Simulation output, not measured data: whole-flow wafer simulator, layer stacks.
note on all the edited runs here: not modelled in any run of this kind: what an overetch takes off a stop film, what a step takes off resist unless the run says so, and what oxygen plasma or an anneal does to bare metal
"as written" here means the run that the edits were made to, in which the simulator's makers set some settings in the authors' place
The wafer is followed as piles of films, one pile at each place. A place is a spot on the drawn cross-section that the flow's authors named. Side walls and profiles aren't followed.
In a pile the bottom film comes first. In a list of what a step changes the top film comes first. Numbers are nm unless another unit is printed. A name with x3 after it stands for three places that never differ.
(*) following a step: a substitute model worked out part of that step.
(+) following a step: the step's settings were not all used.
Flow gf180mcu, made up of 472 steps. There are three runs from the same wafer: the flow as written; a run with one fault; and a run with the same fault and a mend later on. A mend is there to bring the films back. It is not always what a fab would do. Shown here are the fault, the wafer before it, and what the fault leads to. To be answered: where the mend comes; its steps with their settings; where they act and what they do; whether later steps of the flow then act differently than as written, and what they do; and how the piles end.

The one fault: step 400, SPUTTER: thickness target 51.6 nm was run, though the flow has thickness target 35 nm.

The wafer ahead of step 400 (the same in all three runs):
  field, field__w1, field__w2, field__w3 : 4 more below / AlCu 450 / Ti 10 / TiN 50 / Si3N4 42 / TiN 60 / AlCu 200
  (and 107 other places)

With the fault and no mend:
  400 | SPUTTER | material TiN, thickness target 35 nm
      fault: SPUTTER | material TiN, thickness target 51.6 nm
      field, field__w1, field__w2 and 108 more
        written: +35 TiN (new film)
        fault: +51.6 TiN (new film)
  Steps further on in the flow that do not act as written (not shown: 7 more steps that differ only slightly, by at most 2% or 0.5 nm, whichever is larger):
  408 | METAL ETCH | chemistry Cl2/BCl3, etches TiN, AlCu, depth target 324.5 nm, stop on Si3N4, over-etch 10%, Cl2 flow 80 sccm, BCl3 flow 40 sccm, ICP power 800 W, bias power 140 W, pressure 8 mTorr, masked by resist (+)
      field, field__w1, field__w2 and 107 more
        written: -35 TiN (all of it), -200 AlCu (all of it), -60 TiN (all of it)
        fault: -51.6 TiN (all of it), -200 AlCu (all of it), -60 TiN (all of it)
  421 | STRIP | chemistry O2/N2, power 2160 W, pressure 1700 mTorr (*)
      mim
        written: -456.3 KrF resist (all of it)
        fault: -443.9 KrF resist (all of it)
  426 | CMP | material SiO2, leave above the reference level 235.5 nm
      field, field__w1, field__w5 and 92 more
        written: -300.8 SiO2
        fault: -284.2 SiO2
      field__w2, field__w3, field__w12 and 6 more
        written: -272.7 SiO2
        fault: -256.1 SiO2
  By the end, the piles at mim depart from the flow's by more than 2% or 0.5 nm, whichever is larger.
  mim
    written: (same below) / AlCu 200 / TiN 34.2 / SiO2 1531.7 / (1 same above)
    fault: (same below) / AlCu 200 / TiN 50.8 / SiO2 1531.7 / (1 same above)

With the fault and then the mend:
  The mend stands after step 407.
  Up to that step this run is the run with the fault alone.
  407a | STRIP | chemistry O2/N2, power 2160 W, pressure 1700 mTorr (*)
      mim
        -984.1 resist (all of it)
  407b | METAL ETCH | chemistry Cl2/BCl3, etches TiN, AlCu, Ti, depth target 16.6 nm, Cl2 flow 80 sccm, BCl3 flow 40 sccm, ICP power 800 W, bias power 140 W, pressure 8 mTorr (the flow's step 260, run once more with other settings)
      field, field__w1, field__w2 and 108 more
        -16.6 TiN
  407c | HMDS | 120 C, 60 s (the flow's step 402, run once more)
      leaves every film unchanged at each place that is followed
  407d | COAT | resist, thickness 1000 nm (the flow's step 403, run once more)
      field, field__w1, field__w2 and 108 more
        +1000 resist (new film)
  407e | SOFTBAKE | resist (the flow's step 404, run once more)
      leaves every film unchanged at each place that is followed
  407f | EXPOSE | photomask FuseTop (the flow's step 405, run once more)
      leaves every film unchanged at each place that is followed
  407g | PEB | resist, 70.3 s (the flow's step 406, run once more)
      field, field__w1, field__w2 and 108 more
        -15.9 resist
  407h | DEVELOP | thickness 1000 nm, 60 s (the flow's step 407, run once more)
      field, field__w1, field__w2 and 107 more
        -984.1 resist (all of it)
  Later steps of the flow that are run all act as written at every place that is followed.
  The piles end the same as the flow's at every place that both follow.
